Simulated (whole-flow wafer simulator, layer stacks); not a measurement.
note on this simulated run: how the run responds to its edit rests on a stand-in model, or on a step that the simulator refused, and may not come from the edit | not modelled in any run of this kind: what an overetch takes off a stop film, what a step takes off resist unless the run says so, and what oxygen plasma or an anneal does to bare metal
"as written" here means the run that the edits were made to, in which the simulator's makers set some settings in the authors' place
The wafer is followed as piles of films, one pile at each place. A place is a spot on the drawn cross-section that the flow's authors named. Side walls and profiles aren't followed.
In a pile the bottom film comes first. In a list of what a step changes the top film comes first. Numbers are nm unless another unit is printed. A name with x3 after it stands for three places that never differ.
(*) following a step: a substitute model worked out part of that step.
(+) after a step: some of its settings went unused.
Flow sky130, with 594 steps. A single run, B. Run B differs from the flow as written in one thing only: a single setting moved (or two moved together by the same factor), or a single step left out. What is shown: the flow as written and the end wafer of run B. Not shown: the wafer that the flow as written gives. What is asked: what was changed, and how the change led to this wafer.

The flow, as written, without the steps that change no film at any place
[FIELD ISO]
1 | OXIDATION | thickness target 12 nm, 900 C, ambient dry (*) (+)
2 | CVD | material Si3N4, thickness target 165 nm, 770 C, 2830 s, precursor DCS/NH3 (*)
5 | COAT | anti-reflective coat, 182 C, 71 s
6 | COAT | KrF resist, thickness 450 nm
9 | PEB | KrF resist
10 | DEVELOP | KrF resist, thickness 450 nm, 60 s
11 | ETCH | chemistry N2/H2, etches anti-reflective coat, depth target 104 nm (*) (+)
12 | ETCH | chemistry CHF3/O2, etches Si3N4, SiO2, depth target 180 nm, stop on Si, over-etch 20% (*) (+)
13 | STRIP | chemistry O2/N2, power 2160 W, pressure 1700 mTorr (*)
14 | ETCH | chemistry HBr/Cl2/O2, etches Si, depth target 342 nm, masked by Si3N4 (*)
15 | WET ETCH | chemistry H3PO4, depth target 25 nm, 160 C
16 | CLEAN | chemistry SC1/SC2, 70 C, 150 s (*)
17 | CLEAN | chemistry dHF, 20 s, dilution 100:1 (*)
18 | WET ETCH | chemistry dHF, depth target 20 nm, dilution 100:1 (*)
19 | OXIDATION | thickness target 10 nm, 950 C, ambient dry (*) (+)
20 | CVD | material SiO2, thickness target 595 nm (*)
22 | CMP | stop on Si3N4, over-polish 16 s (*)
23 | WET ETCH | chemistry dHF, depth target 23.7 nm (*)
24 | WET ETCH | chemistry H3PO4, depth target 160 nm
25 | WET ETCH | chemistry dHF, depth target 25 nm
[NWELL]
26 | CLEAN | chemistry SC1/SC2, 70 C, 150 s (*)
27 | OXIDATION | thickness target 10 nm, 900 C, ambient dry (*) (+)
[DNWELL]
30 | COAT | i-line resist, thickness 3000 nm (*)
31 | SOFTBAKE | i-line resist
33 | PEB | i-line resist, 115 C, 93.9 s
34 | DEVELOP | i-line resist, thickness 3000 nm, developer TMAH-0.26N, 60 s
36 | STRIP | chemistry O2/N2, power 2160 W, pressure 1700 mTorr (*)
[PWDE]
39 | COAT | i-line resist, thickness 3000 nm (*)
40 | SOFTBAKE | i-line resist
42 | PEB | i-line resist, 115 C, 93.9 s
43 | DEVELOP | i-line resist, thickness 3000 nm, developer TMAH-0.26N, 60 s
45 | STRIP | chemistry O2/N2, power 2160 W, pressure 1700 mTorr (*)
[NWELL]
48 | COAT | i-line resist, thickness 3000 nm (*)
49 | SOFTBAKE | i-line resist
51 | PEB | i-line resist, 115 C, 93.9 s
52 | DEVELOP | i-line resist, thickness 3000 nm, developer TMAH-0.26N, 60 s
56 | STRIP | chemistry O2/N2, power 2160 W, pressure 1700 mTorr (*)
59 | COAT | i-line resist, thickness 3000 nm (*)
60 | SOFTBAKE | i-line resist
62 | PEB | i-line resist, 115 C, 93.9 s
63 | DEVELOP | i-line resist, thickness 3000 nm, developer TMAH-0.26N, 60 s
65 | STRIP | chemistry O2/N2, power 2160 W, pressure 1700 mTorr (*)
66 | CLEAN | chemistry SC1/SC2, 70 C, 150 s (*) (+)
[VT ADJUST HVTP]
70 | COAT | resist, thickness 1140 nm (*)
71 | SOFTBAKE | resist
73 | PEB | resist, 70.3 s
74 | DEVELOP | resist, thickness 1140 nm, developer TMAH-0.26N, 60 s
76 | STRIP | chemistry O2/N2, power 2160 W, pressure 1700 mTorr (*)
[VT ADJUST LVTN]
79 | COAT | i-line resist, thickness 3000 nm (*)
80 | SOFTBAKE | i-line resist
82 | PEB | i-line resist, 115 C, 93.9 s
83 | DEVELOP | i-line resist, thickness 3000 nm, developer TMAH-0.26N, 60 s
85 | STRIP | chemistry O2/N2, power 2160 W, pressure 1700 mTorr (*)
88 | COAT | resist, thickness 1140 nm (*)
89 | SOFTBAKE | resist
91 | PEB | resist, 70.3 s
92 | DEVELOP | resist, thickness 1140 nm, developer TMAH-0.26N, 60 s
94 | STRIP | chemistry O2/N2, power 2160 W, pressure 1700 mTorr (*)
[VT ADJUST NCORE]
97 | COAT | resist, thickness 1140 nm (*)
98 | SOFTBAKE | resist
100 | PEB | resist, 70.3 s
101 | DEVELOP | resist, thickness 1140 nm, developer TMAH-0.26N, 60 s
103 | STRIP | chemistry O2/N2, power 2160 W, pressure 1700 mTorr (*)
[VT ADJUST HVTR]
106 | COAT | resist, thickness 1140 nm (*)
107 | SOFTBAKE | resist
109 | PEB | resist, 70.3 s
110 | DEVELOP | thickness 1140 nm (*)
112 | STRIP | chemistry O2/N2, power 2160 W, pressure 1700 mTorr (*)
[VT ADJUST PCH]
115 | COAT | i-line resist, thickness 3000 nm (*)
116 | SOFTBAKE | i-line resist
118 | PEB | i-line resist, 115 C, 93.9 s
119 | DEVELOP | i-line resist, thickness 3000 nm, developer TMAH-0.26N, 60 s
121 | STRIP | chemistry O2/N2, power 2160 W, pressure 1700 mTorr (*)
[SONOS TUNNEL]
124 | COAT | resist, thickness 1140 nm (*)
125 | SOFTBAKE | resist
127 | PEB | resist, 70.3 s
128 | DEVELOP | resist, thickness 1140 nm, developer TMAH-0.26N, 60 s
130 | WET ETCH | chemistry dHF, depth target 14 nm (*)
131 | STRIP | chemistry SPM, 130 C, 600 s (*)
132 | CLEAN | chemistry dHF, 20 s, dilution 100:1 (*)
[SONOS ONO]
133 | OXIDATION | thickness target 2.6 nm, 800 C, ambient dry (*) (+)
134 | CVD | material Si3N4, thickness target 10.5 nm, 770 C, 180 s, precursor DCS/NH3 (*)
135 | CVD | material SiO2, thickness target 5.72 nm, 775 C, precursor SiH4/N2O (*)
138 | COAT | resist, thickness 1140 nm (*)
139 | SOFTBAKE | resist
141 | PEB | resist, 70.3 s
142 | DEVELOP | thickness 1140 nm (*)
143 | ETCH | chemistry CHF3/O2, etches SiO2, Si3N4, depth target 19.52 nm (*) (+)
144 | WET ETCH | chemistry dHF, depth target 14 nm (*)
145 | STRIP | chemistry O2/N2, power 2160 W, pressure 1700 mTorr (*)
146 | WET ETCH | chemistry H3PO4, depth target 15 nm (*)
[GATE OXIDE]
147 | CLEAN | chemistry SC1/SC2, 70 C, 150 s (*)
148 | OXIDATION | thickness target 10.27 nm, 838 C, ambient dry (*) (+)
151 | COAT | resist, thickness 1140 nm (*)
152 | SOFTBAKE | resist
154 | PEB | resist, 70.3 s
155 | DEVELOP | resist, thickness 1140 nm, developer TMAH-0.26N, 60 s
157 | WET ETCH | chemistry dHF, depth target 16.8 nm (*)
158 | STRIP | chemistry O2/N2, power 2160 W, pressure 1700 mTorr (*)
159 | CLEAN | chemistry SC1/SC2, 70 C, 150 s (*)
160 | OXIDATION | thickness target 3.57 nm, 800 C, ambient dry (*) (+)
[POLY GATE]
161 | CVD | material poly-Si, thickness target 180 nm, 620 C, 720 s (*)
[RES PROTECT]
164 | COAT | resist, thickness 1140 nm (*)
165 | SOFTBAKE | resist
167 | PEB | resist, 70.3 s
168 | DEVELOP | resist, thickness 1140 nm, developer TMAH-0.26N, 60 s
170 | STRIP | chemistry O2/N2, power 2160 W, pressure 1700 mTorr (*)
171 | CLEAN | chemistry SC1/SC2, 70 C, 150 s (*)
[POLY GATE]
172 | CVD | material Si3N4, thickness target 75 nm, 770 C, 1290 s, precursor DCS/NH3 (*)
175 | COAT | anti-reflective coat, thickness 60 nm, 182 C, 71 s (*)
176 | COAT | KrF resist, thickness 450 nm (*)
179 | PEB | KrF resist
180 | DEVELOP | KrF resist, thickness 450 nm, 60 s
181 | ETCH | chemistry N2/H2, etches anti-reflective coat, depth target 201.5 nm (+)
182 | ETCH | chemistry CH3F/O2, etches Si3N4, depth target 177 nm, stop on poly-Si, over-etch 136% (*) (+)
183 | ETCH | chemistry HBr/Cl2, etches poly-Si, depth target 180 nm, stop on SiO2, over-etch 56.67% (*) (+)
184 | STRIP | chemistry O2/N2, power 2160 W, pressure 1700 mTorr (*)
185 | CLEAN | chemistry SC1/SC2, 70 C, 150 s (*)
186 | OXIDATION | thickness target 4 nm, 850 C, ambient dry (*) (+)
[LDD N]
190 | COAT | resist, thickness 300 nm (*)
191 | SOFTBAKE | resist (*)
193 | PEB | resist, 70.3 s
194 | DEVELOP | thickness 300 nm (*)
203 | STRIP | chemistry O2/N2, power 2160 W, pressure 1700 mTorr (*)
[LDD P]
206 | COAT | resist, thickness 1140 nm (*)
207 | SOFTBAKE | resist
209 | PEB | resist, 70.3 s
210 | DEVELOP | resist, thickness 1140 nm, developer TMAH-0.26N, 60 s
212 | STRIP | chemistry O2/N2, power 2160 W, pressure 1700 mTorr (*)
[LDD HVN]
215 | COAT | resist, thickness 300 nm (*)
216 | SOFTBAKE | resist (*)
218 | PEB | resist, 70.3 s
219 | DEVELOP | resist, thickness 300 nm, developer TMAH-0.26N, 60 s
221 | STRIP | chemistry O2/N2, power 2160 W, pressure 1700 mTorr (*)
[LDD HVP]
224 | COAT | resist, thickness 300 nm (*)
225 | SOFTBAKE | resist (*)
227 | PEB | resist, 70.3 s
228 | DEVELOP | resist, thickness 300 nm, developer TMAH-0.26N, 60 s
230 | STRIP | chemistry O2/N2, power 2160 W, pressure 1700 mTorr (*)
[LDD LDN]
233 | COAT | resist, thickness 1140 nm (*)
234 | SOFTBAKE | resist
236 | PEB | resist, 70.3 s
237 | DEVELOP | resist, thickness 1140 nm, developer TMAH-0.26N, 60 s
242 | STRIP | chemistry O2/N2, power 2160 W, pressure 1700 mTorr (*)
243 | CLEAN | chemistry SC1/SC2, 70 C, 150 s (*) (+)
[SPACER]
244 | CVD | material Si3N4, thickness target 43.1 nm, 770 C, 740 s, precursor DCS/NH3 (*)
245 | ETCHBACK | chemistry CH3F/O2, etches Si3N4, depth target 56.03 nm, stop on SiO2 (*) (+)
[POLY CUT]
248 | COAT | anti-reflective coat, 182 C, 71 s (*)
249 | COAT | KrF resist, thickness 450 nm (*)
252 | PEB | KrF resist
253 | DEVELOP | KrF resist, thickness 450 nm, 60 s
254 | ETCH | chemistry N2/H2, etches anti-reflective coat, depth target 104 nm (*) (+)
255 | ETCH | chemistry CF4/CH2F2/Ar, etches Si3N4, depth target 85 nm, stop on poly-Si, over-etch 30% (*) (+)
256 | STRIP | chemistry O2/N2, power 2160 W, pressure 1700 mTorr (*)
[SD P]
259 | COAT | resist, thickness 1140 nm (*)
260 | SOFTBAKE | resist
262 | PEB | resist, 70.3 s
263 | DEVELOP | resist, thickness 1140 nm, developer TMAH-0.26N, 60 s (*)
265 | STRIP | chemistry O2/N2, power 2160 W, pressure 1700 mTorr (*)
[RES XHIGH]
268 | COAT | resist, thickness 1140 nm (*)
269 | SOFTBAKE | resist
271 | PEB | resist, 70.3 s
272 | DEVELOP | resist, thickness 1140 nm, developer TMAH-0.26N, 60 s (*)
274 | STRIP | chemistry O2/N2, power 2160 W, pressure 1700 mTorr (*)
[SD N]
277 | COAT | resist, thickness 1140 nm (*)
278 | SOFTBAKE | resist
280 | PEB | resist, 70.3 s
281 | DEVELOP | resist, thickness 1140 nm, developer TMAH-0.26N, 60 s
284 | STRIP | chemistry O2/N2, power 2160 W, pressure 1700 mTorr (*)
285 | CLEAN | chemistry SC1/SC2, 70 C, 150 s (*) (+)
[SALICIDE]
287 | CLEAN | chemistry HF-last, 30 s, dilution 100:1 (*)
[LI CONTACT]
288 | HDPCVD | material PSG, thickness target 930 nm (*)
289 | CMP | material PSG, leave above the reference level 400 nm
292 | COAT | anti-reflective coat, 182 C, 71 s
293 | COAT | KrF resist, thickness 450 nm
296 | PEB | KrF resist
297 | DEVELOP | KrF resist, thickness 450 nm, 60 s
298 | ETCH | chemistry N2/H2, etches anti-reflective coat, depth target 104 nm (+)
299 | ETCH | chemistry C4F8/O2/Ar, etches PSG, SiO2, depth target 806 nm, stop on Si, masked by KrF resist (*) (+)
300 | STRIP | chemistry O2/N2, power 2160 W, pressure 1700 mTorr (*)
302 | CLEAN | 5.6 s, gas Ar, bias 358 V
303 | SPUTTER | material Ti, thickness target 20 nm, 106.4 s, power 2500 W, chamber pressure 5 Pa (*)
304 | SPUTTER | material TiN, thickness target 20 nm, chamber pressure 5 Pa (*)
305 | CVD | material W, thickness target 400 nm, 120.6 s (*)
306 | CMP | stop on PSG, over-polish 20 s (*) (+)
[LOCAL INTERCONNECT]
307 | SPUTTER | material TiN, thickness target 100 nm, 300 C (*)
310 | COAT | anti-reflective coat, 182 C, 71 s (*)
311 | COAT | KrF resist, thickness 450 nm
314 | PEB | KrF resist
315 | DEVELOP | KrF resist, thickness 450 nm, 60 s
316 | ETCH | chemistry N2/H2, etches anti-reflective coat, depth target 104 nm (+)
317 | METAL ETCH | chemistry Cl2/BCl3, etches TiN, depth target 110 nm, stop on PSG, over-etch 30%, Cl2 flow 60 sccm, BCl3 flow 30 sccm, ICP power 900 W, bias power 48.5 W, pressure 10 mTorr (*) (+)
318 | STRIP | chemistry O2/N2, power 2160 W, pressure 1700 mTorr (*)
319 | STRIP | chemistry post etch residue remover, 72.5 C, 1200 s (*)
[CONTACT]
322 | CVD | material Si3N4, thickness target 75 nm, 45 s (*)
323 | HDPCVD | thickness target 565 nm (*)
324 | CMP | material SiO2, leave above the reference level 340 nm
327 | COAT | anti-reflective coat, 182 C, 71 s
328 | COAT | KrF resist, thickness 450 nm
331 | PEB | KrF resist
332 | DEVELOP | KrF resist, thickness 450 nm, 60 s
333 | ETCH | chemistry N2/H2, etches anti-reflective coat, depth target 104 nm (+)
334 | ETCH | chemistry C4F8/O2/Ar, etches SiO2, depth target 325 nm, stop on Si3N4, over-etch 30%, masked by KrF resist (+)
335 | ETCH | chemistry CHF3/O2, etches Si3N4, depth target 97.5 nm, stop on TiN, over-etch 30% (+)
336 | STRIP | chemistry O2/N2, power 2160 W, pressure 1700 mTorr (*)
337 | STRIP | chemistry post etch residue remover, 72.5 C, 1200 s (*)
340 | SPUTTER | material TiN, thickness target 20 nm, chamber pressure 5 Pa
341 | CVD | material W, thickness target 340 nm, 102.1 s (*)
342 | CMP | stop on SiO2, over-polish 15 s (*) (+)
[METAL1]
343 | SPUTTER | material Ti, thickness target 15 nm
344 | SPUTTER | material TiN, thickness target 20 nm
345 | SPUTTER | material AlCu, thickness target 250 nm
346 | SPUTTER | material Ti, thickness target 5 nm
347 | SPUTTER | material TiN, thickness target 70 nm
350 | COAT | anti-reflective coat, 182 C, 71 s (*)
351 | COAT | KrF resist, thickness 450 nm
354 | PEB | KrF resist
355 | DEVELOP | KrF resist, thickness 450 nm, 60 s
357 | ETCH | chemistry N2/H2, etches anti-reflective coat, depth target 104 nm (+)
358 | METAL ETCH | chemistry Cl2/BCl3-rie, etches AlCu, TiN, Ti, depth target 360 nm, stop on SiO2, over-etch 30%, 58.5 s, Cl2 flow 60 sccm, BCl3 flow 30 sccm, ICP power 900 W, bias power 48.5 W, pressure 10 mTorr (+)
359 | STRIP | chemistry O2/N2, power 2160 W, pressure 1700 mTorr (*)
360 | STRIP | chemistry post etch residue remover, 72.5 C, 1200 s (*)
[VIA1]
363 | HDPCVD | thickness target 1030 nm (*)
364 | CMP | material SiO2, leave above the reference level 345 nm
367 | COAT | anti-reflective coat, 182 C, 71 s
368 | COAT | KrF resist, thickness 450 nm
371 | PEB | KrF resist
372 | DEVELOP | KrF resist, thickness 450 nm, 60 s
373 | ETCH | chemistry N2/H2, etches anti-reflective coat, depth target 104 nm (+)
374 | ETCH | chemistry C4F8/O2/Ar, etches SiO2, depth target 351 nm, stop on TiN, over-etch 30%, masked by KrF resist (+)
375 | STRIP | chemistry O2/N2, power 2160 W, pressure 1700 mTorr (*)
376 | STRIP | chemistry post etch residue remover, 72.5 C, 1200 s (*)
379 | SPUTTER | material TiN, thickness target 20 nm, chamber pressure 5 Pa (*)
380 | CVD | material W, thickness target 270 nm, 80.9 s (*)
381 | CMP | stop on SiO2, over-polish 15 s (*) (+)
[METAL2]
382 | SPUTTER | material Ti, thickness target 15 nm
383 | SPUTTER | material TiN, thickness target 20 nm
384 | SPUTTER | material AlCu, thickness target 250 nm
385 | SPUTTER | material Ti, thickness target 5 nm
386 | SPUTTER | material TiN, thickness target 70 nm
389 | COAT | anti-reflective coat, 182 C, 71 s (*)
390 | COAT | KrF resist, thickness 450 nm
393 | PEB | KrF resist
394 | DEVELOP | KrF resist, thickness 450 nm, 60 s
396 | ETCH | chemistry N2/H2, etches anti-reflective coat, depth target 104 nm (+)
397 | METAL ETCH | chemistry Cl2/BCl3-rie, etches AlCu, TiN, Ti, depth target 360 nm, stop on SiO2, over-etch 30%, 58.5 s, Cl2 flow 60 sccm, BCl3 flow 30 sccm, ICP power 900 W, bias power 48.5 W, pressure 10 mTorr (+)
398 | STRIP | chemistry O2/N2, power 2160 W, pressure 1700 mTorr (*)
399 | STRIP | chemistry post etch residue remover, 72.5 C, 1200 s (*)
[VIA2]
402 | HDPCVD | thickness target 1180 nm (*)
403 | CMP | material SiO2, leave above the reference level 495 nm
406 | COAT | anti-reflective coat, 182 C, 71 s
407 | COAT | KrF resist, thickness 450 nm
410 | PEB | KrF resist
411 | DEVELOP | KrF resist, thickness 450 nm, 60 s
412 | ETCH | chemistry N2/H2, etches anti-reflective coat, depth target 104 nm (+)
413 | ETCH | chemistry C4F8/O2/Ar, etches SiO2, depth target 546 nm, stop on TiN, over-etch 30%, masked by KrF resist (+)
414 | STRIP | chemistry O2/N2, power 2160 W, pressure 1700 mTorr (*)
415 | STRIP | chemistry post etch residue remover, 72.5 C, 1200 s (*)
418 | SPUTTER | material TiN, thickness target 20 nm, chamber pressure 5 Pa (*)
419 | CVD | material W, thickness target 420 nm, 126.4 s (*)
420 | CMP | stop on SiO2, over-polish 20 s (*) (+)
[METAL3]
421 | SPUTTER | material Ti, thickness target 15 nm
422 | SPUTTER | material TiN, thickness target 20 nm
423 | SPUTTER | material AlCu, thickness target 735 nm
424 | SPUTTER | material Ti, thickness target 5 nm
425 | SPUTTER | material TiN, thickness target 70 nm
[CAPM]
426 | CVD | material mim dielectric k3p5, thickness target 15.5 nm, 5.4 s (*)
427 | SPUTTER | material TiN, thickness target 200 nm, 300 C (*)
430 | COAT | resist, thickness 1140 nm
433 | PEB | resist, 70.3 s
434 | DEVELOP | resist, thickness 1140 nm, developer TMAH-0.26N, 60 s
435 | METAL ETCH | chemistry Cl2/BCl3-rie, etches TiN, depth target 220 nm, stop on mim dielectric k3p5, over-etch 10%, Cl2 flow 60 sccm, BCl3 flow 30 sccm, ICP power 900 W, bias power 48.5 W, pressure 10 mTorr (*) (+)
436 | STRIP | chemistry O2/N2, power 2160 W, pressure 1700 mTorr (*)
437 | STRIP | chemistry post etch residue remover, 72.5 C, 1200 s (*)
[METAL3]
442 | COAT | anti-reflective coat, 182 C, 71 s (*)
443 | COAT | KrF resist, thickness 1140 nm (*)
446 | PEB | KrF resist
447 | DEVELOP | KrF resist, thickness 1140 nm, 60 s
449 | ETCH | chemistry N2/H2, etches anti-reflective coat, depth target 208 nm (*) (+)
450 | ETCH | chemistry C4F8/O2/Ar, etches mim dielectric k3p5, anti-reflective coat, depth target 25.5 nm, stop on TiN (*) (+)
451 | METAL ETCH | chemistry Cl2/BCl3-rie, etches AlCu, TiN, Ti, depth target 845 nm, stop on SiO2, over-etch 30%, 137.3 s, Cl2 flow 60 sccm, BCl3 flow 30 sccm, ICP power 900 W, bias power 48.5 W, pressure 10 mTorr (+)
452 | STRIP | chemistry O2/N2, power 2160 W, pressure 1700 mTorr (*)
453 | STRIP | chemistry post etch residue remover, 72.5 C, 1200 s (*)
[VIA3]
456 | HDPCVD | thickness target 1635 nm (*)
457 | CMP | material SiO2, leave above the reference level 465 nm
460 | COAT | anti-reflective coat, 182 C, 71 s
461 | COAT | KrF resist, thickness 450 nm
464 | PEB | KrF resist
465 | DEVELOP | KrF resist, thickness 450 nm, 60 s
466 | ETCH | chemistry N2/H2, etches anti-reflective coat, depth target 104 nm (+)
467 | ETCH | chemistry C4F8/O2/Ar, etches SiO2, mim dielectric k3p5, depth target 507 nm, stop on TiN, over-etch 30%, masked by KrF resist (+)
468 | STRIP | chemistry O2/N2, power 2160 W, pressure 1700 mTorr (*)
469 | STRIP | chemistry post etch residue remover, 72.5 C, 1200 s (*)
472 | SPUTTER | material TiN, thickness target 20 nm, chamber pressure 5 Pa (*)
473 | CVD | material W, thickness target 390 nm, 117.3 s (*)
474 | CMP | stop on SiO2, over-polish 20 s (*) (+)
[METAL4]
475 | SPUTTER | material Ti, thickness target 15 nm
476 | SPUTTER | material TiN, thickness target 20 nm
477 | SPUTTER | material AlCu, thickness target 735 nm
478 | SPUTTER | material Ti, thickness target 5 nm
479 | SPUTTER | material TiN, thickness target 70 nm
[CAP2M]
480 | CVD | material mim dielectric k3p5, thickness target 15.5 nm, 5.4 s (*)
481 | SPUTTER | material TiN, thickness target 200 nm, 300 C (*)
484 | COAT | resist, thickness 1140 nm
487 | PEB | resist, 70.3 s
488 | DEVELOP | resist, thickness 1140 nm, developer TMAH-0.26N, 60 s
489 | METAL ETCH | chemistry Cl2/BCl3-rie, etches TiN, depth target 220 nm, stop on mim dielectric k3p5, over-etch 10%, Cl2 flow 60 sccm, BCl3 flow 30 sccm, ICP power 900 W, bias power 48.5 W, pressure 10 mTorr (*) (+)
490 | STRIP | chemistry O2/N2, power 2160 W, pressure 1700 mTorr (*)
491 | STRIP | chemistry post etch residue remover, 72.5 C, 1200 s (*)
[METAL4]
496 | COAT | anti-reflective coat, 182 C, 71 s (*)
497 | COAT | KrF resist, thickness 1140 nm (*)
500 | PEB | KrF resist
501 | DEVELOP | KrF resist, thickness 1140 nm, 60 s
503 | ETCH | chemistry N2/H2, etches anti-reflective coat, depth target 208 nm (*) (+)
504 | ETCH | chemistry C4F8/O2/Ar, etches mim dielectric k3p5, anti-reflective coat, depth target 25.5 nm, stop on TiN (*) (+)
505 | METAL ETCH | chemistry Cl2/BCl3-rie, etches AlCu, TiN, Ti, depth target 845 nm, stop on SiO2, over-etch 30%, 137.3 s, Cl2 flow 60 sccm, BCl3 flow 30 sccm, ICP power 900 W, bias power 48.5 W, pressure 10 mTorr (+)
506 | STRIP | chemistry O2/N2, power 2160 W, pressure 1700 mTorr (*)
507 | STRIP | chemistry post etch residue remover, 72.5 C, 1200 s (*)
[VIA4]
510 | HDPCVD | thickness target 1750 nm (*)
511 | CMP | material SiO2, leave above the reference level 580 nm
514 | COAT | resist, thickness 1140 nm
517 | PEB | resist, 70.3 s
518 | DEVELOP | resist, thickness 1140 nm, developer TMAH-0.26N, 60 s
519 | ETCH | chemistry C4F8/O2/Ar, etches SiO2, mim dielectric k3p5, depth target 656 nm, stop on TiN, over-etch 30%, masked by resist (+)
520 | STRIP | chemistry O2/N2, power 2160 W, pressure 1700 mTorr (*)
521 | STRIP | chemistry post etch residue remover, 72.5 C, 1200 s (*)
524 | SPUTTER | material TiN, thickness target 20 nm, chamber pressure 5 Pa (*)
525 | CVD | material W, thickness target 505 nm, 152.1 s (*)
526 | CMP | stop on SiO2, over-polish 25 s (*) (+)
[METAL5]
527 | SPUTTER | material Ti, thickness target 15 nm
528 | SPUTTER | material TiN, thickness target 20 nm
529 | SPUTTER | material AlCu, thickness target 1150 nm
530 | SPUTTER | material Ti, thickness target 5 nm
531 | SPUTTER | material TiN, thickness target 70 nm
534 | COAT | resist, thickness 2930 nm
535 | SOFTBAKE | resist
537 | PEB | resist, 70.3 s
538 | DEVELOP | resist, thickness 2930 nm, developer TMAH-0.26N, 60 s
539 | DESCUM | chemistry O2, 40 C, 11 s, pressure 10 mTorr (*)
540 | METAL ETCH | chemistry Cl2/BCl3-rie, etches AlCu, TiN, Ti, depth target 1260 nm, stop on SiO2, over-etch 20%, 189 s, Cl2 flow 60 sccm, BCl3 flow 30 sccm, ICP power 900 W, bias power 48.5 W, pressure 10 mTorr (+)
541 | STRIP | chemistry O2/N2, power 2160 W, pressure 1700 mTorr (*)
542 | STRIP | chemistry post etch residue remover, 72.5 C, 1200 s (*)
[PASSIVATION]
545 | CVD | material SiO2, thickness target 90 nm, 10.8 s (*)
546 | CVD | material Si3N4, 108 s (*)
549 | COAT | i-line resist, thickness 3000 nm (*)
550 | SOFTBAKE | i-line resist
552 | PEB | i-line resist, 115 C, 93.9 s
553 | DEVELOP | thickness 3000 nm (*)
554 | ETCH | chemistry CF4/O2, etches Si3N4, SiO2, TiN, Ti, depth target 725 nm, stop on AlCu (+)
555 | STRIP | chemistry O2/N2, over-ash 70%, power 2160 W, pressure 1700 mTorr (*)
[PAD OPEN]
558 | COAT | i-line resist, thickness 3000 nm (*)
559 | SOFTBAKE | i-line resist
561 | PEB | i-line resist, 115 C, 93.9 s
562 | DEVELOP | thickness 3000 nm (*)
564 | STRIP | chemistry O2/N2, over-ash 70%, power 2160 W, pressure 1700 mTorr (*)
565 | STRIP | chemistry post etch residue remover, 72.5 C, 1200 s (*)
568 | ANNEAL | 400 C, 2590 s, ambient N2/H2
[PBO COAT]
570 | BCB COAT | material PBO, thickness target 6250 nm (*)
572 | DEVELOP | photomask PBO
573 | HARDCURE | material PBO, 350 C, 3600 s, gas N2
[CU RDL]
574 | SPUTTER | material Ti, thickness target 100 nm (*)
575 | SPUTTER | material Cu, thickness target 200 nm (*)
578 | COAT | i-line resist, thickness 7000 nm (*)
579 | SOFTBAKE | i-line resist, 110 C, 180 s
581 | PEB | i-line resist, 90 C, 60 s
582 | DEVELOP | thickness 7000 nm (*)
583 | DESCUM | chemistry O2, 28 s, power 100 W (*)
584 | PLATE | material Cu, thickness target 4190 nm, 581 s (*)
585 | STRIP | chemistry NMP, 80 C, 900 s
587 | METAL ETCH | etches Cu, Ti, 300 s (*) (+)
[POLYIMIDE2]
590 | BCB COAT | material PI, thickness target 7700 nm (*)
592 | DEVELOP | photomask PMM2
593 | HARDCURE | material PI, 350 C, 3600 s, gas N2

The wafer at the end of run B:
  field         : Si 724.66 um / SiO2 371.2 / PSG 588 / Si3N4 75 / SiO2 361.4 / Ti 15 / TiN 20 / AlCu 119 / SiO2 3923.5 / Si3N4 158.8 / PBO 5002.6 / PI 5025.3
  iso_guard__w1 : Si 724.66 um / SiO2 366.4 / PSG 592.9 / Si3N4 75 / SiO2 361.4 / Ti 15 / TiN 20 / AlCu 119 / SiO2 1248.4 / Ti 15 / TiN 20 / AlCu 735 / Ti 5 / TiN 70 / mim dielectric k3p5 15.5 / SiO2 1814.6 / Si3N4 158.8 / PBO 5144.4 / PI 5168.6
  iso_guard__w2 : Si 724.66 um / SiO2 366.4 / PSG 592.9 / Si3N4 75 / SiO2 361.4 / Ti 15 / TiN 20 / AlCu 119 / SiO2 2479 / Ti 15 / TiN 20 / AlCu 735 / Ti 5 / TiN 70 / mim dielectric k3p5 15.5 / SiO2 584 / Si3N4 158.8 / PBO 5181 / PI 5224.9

Cause: step 358, METAL ETCH: depth target 153 nm was run, though the flow has depth target 360 nm; step 358, METAL ETCH: 24.9 s was run, where the flow has 58.5 s.

How this came from the change, step by step:
  358 | METAL ETCH | chemistry Cl2/BCl3-rie, etches AlCu, TiN, Ti, depth target 360 nm, stop on SiO2, over-etch 30%, 58.5 s, Cl2 flow 60 sccm, BCl3 flow 30 sccm, ICP power 900 W, bias power 48.5 W, pressure 10 mTorr (+)
      field, active, gate and 81 more: -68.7 TiN (all of it), -5 Ti (all of it), -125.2 AlCu (as written it would have been: -68.7 TiN (all of it), -5 Ti (all of it), -250 AlCu (all of it), -20 TiN (all of it), -15 Ti (all of it), -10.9 SiO2)
      n_well, p_well, gate_hv and 95 more: -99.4 KrF resist (as written it would have been: -234 KrF resist)
      (also at 9 further places)
  359 | STRIP | chemistry O2/N2, power 2160 W, pressure 1700 mTorr (*)
      n_well, p_well, gate_hv and 100 more: -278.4 KrF resist (all of it), -80 anti-reflective coat (all of it) (as written it would have been: -143.8 KrF resist (all of it), -80 anti-reflective coat (all of it))
      poly_licon, ndiff_licon, ndiff_licon_cpp, rpo_hd_licon: -278.4 KrF resist (all of it), -80.5 anti-reflective coat (all of it) (as written it would have been: -143.9 KrF resist (all of it), -80.5 anti-reflective coat (all of it))
  360 | STRIP | chemistry post etch residue remover, 72.5 C, 1200 s (*)
      field, active, gate and 81 more: -5.72 AlCu (as written it would have been: nothing)
  363 | HDPCVD | thickness target 1030 nm (*)
      field, active, gate and 81 more: +1030 SiO2 (new film) (as written it would have been: +1030 SiO2)
  364 | CMP | material SiO2, leave above the reference level 345 nm
      field, active, gate and 81 more: -554 SiO2 (as written it would have been: -389.1 SiO2)
With metal films that touch counted as one body, field has 1 body; the flow as written gives 0 bodies.
With metal films that touch counted as one body, iso_guard__w1 has 2 bodies (between them, from the top down: SiO2 1248.4); the flow as written gives 1 body.
With metal films that touch counted as one body, iso_guard__w2 has 2 bodies (between them, from the top down: SiO2 2479); the flow as written gives 1 body.
